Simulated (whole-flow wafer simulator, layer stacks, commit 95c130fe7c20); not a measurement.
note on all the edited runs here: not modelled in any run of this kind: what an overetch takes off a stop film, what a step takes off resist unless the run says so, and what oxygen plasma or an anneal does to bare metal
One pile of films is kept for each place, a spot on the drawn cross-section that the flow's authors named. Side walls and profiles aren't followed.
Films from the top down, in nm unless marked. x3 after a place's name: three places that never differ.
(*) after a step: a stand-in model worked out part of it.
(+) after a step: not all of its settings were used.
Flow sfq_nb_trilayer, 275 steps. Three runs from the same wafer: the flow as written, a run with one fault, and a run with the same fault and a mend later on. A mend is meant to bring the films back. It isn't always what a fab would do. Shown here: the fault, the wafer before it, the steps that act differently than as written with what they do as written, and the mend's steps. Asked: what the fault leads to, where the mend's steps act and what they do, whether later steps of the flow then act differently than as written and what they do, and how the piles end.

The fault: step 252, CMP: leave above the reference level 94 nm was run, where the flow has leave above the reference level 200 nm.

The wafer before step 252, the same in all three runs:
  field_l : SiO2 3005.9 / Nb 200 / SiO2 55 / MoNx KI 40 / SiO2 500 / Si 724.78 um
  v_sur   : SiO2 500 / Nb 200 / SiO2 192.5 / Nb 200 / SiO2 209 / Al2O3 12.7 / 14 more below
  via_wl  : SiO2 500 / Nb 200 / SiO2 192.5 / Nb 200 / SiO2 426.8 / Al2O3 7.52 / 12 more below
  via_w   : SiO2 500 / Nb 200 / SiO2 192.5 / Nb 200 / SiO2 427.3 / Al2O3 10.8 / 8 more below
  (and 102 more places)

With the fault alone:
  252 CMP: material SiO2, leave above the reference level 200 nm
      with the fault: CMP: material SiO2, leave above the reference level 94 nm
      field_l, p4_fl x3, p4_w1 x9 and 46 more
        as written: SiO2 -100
        with the fault: SiO2 -206
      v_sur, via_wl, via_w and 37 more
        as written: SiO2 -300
        with the fault: SiO2 -406
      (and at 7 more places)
  Later steps of the flow that act differently than as written (2 more steps differ only slightly, by at most 2% or 0.5 nm, whichever is larger, and aren't shown):
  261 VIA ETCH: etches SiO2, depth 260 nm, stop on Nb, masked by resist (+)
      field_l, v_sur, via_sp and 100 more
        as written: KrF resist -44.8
        with the fault: KrF resist -24.3
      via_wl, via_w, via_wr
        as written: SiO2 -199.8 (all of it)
        with the fault: SiO2 -93.8 (all of it)
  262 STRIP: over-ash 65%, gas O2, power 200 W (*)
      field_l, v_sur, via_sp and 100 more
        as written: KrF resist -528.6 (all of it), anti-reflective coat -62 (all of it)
        with the fault: KrF resist -549.2 (all of it), anti-reflective coat -62 (all of it)
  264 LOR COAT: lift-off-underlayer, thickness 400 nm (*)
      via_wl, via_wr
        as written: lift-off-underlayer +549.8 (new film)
        with the fault: lift-off-underlayer +470.4 (new film)
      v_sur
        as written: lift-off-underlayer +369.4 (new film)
        with the fault: lift-off-underlayer +385.6 (new film)
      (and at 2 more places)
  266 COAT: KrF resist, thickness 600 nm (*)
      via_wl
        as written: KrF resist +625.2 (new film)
        with the fault: KrF resist +611.8 (new film)
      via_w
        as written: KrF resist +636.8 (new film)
        with the fault: KrF resist +617.3 (new film)
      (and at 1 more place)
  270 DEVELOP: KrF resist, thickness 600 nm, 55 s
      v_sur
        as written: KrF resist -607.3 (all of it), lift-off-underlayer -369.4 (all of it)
        with the fault: KrF resist -602.8 (all of it), lift-off-underlayer -385.6 (all of it)
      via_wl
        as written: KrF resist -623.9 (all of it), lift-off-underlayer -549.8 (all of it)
        with the fault: KrF resist -610.5 (all of it), lift-off-underlayer -470.4 (all of it)
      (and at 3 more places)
  At the end the piles differ from the flow's by more than 2% or 0.5 nm, whichever is larger, at field_l, v_sur, via_sp and 100 more.
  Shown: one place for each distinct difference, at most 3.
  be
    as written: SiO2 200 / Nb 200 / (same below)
    with the fault: SiO2 94 / Nb 200 / (same below)
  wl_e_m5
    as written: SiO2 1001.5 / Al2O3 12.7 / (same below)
    with the fault: SiO2 895.5 / Al2O3 12.7 / (same below)
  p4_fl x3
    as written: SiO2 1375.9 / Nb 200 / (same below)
    with the fault: SiO2 1269.9 / Nb 200 / (same below)

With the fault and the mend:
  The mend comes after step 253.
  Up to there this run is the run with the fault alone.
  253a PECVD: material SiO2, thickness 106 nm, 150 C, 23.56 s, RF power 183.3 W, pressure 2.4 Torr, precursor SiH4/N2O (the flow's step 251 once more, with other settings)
      field_l, v_sur, via_wl and 103 more
        SiO2 +106
  No later step of the flow acts differently than as written at any place that is followed.
  At the end the piles are the same as the flow's at every place that both follow.
